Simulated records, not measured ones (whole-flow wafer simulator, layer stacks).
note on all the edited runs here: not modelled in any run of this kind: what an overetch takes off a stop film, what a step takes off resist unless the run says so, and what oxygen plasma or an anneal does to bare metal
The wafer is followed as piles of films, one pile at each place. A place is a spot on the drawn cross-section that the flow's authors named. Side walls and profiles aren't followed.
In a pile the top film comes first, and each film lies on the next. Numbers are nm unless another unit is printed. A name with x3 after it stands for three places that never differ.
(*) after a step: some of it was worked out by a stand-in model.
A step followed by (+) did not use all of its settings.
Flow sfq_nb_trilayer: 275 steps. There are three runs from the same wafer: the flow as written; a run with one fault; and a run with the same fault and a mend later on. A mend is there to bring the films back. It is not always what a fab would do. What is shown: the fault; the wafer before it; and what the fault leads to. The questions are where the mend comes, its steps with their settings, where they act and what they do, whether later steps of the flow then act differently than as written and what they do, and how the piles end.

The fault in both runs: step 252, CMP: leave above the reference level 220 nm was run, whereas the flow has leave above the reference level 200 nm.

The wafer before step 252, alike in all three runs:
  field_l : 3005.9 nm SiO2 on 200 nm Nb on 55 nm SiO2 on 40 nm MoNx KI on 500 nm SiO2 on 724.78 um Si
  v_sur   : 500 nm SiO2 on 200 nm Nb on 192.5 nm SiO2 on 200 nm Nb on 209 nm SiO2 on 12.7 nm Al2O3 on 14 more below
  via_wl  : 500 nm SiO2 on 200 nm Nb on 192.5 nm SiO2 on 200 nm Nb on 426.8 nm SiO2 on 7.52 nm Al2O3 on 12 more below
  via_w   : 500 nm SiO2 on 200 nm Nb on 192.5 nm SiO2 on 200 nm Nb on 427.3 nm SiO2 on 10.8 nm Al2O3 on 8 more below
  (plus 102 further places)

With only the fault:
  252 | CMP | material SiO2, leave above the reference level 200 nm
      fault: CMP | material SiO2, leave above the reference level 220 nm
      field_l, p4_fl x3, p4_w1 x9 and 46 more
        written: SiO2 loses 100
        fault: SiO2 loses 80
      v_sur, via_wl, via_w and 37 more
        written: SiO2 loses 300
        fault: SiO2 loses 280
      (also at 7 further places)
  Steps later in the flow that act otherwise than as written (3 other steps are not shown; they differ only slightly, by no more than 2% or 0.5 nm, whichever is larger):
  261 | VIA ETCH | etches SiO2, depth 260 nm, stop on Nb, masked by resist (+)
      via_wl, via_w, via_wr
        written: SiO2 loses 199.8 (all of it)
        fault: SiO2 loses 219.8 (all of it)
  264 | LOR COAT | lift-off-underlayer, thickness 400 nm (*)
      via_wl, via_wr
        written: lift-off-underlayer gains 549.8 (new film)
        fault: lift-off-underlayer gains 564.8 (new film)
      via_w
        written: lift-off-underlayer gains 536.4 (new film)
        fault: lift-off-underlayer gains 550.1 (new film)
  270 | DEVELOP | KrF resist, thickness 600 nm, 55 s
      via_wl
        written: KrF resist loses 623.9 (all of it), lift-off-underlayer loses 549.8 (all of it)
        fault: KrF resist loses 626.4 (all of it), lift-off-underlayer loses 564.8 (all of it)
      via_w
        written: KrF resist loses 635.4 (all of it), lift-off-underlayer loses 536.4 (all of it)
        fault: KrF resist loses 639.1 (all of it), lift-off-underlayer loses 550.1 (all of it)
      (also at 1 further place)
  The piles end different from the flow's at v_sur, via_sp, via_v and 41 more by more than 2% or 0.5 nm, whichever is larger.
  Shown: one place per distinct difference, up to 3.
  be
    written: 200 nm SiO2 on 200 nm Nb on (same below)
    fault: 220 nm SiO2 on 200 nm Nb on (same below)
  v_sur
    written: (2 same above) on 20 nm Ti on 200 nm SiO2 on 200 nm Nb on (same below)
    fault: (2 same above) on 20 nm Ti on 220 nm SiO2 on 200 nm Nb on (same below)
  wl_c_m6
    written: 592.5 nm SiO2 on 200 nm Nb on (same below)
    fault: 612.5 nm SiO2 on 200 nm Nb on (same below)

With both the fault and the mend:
  The mend stands after step 259.
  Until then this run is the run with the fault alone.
  259a | STRIP | over-ash 65%, gas O2, power 200 W (*)
      field_l, v_sur, via_sp and 100 more
        KrF resist loses 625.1 (all of it), anti-reflective coat loses 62 (all of it)
      via_wl, via_w, via_wr
        anti-reflective coat loses 62 (all of it)
  259b | CMP | material SiO2, leave above the reference level 200 nm (the flow's step 252, run once more)
      field_l, v_sur, via_wl and 103 more
        SiO2 loses 20
  259c | COAT | anti-reflective coat, thickness 62 nm (the flow's step 254, run once more)
      field_l, v_sur, via_wl and 103 more
        anti-reflective coat gains 62 (new film)
  259d | COAT | KrF resist, thickness 650 nm (the flow's step 255, run once more)
      field_l, v_sur, via_wl and 103 more
        KrF resist gains 650 (new film)
  259e | SOFTBAKE | KrF resist (the flow's step 256, run once more)
      leaves every film unchanged at each place that is followed
  259f | EXPOSE | photomask I7, dose 11.93 mJ/cm2, NA 0.6, wavelength 248 nm (*) (the flow's step 257, run once more)
      leaves every film unchanged at each place that is followed
  259g | PEB | KrF resist, 90 s (the flow's step 258, run once more)
      field_l, v_sur, via_wl and 103 more
        KrF resist loses 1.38
  259h | DEVELOP | KrF resist, thickness 650 nm, 60 s (the flow's step 259, run once more)
      field_l, v_sur, via_sp and 100 more
        KrF resist loses 23.5
      via_wl, via_w, via_wr
        KrF resist loses 648.6 (all of it)
  Later steps of the flow that are run all act as written at every place that is followed.
  At every place that both follow, the piles at the end match the flow's.
